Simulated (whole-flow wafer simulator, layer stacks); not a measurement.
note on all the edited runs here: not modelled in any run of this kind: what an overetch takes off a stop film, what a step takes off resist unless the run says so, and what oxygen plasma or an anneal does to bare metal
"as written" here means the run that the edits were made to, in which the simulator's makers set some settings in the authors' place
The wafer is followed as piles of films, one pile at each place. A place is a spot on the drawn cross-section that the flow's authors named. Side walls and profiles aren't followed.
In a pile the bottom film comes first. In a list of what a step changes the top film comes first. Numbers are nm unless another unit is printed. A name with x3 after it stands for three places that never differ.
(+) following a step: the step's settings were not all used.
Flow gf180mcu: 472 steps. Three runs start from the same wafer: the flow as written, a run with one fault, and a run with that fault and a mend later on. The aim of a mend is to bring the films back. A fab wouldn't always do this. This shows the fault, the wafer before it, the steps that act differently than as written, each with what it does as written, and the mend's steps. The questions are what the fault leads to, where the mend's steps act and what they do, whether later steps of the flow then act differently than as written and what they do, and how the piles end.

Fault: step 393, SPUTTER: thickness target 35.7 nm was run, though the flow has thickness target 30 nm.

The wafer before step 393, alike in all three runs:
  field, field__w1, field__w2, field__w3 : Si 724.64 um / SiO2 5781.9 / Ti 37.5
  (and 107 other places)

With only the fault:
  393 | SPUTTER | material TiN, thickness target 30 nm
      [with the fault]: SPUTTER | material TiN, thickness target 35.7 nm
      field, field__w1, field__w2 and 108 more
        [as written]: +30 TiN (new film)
        [with the fault]: +35.7 TiN (new film)
  Later steps of the flow acting differently than as written (1 more step, not shown, differs only slightly: by at most 2% or 0.5 nm, whichever is larger):
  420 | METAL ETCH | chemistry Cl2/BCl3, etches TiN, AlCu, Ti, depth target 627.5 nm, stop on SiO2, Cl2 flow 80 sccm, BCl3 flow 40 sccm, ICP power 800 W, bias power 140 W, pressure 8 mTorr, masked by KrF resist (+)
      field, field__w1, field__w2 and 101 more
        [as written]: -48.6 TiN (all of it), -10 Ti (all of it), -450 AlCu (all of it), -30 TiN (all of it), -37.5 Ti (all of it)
        [with the fault]: -48.6 TiN (all of it), -10 Ti (all of it), -450 AlCu (all of it), -35.7 TiN (all of it), -37.5 Ti (all of it)
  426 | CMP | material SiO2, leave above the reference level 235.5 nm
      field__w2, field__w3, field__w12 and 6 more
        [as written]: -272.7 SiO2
        [with the fault]: -266.7 SiO2
  At field__w4, field__w8, contact, m1, m1__w1, mim, mim_1p0, m1_nw, the piles at the end differ from the flow's by more than 2% or 0.5 nm, whichever is larger.
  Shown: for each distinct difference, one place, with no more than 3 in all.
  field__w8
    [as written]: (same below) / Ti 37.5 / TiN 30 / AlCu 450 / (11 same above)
    [with the fault]: (same below) / Ti 37.5 / TiN 35.7 / AlCu 450 / (11 same above)
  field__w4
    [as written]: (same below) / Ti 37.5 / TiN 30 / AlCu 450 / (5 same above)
    [with the fault]: (same below) / Ti 37.5 / TiN 35.7 / AlCu 450 / (5 same above)
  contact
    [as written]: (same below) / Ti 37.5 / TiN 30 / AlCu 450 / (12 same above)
    [with the fault]: (same below) / Ti 37.5 / TiN 35.7 / AlCu 450 / (12 same above)

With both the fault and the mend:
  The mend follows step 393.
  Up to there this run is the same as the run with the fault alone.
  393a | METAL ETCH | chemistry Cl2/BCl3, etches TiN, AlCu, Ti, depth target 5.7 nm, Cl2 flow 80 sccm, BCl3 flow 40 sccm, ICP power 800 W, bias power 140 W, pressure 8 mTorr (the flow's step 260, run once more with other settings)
      field, field__w1, field__w2 and 108 more
        -5.7 TiN
  Later steps of the flow that are run all act as written at every place that is followed.
  The piles end the same as the flow's at every place that both follow.
